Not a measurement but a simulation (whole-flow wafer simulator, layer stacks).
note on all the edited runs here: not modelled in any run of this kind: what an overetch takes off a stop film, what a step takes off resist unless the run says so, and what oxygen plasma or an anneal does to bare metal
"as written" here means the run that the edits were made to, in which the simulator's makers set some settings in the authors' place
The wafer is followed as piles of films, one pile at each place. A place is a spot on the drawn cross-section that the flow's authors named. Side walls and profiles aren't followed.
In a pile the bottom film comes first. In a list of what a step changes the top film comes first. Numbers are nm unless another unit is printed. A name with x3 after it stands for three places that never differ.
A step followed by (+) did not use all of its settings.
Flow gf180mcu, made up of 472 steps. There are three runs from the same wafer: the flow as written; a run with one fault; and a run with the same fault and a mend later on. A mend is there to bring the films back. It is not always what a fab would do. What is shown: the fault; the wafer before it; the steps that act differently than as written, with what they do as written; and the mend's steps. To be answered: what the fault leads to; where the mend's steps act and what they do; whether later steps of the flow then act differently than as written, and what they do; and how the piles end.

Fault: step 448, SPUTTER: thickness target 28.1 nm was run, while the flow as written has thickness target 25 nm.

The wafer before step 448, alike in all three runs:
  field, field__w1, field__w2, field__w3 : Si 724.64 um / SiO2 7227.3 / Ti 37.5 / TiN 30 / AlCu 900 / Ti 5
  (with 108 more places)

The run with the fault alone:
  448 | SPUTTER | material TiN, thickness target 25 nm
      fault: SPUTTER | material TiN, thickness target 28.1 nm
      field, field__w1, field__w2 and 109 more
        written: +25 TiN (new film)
        fault: +28.1 TiN (new film)
  Steps further on in the flow that do not act as written (4 other steps are not shown; they differ only slightly, by no more than 2% or 0.5 nm, whichever is larger):
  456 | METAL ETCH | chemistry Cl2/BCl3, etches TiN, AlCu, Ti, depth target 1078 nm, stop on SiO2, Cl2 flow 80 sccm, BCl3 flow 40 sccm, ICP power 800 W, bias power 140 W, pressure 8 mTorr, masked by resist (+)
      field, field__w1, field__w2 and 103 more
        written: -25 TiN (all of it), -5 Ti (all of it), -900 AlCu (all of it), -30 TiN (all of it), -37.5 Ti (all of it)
        fault: -28.1 TiN (all of it), -5 Ti (all of it), -900 AlCu (all of it), -30 TiN (all of it), -37.5 Ti (all of it)
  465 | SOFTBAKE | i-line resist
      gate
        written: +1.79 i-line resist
        fault: -0.34 i-line resist
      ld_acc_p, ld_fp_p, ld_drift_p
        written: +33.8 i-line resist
        fault: +27 i-line resist
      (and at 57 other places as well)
  At field__w8, contact, m1, m1__w1, pad, m1_nw, the piles at the end differ from the flow's by more than 2% or 0.5 nm, whichever is larger.
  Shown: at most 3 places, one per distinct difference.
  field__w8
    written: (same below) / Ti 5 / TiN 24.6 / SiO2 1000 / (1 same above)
    fault: (same below) / Ti 5 / TiN 27.7 / SiO2 1000 / (1 same above)
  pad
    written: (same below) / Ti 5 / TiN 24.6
    fault: (same below) / Ti 5 / TiN 27.7

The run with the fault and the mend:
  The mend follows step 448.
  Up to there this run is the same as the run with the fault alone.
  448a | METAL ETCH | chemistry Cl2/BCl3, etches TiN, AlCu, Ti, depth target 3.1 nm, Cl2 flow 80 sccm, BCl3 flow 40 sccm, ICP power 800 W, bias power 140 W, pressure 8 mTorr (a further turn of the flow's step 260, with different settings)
      field, field__w1, field__w2 and 109 more
        -3.1 TiN
  Every later step of the flow that is run acts as written at every place that is followed.
  The piles end the same as the flow's at every place that both follow.
